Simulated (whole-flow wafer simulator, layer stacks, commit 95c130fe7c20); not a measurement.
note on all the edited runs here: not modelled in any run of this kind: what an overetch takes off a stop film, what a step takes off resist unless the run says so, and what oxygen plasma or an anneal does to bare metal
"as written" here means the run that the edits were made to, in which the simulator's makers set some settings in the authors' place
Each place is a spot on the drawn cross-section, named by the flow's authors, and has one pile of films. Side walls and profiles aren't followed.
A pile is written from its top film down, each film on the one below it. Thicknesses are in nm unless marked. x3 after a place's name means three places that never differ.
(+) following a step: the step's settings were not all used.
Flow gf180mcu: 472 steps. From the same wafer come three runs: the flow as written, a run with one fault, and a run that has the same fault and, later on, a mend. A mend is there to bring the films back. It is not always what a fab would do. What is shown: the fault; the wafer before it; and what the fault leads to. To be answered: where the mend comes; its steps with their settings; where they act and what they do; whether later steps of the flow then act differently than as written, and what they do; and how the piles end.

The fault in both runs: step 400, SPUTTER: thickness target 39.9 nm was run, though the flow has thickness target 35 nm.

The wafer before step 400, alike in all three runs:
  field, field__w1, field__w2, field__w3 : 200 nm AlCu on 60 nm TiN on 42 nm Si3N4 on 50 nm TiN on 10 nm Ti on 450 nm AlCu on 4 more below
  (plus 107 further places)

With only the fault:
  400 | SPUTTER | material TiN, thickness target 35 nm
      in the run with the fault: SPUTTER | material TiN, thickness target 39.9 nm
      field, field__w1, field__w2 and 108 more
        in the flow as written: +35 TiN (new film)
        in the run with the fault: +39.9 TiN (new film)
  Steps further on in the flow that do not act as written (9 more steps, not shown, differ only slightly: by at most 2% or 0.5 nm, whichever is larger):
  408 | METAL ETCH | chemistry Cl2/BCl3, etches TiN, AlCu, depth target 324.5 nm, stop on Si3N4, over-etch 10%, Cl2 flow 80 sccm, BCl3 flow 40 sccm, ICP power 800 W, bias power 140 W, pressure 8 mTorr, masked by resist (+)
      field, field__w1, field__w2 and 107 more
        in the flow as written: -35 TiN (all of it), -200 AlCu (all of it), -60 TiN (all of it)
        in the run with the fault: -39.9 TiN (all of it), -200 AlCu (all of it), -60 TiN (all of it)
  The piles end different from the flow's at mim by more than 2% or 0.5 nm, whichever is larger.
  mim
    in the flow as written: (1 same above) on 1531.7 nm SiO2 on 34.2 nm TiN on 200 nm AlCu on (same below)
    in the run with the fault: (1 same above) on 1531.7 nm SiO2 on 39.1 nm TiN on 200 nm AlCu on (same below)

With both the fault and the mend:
  After step 400 comes the mend.
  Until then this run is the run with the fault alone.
  400a | METAL ETCH | chemistry Cl2/BCl3, etches TiN, AlCu, Ti, depth target 4.9 nm, Cl2 flow 80 sccm, BCl3 flow 40 sccm, ICP power 800 W, bias power 140 W, pressure 8 mTorr (the flow's step 260 again, with other settings)
      field, field__w1, field__w2 and 108 more
        -4.9 TiN
  Later steps of the flow that are run all act as written at every place that is followed.
  By the end, the piles equal the flow's at every place that both follow.
